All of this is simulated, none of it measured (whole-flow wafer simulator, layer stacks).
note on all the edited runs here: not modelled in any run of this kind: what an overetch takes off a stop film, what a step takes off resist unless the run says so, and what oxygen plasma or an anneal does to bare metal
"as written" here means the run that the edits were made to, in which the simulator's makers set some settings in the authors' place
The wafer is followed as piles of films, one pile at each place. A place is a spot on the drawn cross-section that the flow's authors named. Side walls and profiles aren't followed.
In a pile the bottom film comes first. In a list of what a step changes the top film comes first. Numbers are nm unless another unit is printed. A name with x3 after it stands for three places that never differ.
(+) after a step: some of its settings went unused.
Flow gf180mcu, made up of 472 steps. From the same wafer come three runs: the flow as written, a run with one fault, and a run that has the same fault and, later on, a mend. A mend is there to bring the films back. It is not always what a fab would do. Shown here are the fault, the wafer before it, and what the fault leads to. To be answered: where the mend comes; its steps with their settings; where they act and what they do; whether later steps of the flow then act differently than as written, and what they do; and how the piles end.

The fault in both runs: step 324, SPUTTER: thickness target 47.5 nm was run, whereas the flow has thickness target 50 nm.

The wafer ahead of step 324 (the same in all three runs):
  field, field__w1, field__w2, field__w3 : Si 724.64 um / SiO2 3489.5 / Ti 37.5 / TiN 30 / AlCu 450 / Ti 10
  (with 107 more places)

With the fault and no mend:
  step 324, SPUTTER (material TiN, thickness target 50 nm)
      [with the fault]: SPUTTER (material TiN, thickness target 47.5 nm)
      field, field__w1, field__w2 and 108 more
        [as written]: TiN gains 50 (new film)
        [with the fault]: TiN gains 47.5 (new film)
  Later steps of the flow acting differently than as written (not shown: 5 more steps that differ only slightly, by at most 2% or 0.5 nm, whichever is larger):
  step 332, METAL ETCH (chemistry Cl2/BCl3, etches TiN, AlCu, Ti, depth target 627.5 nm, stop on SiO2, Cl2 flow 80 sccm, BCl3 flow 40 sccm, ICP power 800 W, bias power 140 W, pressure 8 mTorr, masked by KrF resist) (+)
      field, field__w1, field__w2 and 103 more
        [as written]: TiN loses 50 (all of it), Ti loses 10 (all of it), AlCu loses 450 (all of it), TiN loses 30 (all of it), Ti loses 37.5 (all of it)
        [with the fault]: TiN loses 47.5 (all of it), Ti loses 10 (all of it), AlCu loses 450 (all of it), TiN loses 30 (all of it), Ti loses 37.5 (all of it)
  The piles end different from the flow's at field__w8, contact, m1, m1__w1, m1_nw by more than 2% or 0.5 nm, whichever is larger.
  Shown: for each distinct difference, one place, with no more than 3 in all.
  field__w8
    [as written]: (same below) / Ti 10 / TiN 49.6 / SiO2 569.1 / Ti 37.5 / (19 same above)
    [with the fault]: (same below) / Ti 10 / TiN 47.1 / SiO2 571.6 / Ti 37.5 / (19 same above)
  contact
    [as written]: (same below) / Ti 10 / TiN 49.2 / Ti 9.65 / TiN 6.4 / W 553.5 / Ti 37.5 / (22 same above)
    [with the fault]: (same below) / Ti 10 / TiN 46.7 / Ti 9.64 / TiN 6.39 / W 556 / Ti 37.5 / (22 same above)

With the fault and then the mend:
  The mend follows step 324.
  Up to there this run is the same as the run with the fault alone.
  step 324a, SPUTTER (material TiN, thickness target 2.5 nm) (a further turn of the flow's step 324, with different settings)
      field, field__w1, field__w2 and 108 more
        TiN gains 2.5
  None of the later steps of the flow acts differently than as written at any place that is followed.
  The piles end the same as the flow's at every place that both follow.
